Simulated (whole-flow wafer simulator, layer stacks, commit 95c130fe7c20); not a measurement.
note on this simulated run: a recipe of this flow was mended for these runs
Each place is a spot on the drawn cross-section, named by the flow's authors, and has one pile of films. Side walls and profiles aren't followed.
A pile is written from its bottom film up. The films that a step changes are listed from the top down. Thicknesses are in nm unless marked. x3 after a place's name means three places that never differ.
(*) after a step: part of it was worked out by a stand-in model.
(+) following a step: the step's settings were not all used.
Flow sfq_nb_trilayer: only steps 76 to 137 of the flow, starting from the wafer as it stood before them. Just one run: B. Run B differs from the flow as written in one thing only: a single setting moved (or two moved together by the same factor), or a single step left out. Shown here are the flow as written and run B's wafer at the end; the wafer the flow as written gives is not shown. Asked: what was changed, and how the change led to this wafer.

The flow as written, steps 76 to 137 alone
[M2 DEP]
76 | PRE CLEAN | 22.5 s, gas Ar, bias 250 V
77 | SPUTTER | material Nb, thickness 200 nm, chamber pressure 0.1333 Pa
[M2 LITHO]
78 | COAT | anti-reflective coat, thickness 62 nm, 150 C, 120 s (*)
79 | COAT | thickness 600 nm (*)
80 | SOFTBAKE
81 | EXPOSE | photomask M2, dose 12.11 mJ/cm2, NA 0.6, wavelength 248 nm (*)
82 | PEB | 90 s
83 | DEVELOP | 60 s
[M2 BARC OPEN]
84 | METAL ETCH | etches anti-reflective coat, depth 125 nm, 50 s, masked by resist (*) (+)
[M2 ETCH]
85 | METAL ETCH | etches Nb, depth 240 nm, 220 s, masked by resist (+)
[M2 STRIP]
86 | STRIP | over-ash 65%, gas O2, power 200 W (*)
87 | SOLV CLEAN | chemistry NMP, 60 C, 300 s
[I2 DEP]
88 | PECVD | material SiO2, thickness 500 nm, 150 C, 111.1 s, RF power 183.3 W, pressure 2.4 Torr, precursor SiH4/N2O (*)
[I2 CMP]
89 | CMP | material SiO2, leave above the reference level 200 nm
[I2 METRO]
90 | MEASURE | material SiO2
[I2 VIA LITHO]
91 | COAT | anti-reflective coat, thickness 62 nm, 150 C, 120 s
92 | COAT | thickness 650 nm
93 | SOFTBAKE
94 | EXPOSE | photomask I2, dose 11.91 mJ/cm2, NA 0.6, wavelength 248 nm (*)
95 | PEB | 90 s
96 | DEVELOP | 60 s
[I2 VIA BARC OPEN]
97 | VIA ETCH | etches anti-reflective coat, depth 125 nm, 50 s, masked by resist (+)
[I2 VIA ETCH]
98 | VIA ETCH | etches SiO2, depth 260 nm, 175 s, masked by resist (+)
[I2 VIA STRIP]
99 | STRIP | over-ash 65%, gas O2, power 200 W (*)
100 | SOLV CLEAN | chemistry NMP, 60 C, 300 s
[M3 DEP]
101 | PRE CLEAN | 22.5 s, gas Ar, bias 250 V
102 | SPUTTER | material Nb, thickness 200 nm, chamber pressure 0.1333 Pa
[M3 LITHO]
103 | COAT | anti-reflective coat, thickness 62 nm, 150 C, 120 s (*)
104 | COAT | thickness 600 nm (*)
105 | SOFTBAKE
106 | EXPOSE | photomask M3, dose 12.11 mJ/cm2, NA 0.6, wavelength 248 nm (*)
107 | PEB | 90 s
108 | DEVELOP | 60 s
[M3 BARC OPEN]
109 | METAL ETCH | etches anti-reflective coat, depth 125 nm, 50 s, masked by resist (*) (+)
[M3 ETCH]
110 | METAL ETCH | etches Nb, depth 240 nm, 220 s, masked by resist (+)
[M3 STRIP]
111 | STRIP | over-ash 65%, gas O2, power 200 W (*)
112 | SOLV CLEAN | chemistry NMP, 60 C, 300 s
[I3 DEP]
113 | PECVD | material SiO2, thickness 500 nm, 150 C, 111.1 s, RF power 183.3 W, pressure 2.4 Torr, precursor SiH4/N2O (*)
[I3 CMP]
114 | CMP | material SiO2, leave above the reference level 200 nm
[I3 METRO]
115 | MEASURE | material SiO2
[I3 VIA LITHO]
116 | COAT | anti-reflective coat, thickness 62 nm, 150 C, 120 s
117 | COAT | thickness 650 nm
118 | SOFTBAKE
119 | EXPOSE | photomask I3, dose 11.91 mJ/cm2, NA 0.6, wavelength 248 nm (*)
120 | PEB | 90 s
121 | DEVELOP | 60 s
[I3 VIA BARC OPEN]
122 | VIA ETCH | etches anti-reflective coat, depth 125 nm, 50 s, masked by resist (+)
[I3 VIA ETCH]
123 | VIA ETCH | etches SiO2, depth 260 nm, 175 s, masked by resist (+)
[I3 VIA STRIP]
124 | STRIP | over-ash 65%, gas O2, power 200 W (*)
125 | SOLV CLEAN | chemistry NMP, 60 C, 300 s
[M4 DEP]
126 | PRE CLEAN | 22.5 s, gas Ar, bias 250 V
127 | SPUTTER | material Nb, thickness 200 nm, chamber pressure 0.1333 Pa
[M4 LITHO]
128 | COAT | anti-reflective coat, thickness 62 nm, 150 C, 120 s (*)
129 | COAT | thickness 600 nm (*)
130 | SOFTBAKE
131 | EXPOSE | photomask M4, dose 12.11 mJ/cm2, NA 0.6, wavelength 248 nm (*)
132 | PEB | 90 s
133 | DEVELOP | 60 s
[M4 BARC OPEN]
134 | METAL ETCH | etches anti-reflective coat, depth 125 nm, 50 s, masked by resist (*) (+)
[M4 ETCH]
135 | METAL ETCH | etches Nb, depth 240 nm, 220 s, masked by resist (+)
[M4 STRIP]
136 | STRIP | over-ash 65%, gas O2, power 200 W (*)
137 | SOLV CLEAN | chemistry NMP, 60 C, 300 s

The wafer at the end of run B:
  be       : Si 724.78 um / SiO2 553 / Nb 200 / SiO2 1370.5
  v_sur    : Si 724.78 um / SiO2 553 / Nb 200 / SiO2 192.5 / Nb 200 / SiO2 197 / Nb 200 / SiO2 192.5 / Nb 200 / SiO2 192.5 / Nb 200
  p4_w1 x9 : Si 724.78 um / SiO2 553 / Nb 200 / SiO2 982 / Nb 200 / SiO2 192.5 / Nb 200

The reason: step 76, PRE CLEAN: 9 s was run, while the flow as written has 22.5 s.

The path from the change to this, step by step:
  76 | PRE CLEAN | 22.5 s, gas Ar, bias 250 V
      field_l, v_sur, via_wl and 102 more: SiO2 loses 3 (as written it would have been: SiO2 loses 7.5)
      via_v: Nb loses 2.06 (as written it would have been: Nb loses 6.45)
